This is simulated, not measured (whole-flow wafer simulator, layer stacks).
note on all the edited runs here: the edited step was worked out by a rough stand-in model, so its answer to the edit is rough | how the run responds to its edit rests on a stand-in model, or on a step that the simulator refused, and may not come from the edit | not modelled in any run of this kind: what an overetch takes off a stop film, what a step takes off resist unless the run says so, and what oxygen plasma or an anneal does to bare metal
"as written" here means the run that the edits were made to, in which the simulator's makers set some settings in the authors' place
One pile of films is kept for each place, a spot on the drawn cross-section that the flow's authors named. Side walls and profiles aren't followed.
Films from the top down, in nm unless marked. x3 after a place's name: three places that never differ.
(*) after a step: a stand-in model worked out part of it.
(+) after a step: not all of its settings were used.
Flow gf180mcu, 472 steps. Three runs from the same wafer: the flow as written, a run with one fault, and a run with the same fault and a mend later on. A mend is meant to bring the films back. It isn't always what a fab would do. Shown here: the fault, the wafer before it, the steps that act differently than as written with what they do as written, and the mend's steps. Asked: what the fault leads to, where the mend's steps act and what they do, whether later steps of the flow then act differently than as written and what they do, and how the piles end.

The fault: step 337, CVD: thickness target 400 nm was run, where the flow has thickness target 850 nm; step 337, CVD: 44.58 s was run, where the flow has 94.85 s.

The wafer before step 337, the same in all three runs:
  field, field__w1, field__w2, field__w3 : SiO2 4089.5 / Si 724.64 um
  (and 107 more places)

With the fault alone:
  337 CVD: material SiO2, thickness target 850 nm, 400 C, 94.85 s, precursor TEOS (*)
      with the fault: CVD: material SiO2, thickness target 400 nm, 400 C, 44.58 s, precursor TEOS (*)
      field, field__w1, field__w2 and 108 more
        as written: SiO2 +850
        with the fault: SiO2 +409.1
  Later steps of the flow that act differently than as written (1 more step differs only slightly, by at most 2% or 0.5 nm, whichever is larger, and isn't shown):
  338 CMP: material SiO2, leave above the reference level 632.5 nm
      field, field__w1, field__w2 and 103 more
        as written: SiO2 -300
        with the fault: nothing
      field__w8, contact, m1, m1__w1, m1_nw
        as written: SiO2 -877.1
        with the fault: SiO2 -436.1
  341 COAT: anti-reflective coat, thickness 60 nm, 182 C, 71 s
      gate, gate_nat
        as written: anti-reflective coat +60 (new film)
        with the fault: anti-reflective coat +61.7 (new film)
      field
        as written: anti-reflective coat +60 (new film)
        with the fault: anti-reflective coat +117.1 (new film)
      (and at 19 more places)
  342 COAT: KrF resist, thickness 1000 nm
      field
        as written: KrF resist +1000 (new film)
        with the fault: KrF resist +978.5 (new film)
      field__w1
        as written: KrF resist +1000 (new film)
        with the fault: KrF resist +976.1 (new film)
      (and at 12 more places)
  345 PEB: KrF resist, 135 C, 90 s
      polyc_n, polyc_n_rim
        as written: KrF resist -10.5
        with the fault: KrF resist -11.8
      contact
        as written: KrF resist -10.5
        with the fault: KrF resist -9.39
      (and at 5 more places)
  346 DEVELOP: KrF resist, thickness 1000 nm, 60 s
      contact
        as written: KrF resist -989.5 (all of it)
        with the fault: KrF resist -917.4 (all of it)
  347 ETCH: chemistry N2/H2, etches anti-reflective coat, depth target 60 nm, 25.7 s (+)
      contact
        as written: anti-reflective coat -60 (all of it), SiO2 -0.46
        with the fault: anti-reflective coat -22.8 (all of it), SiO2 -1.42
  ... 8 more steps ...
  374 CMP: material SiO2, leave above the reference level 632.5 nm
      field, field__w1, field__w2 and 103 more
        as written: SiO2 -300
        with the fault: SiO2 -287.7
  At the end the piles differ from the flow's by more than 2% or 0.5 nm, whichever is larger, at field, field__w1, field__w2 and 109 more.
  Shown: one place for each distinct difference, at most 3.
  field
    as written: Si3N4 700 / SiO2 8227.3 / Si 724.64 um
    with the fault: Si3N4 700 / SiO2 3603.9 / W 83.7 / TiN 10 / Ti 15 / SiO2 4498.5 / Si 724.64 um
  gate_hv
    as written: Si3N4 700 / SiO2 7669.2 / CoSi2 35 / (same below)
    with the fault: Si3N4 700 / SiO2 3603.9 / W 83.7 / TiN 10 / Ti 15 / SiO2 3940.4 / CoSi2 35 / (same below)
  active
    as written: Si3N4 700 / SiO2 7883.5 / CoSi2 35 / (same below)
    with the fault: Si3N4 700 / SiO2 3603.9 / W 83.7 / TiN 10 / Ti 15 / SiO2 4154.8 / CoSi2 35 / (same below)

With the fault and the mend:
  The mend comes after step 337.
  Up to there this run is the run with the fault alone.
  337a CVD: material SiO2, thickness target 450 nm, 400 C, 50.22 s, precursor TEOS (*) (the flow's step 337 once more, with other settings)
      field, field__w1, field__w2 and 108 more
        SiO2 +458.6
  Later steps of the flow that act differently than as written:
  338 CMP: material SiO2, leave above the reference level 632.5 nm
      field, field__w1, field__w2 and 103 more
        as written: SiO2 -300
        with the mend: SiO2 -317.6
  At the end the piles are the same as the flow's at every place that both follow.
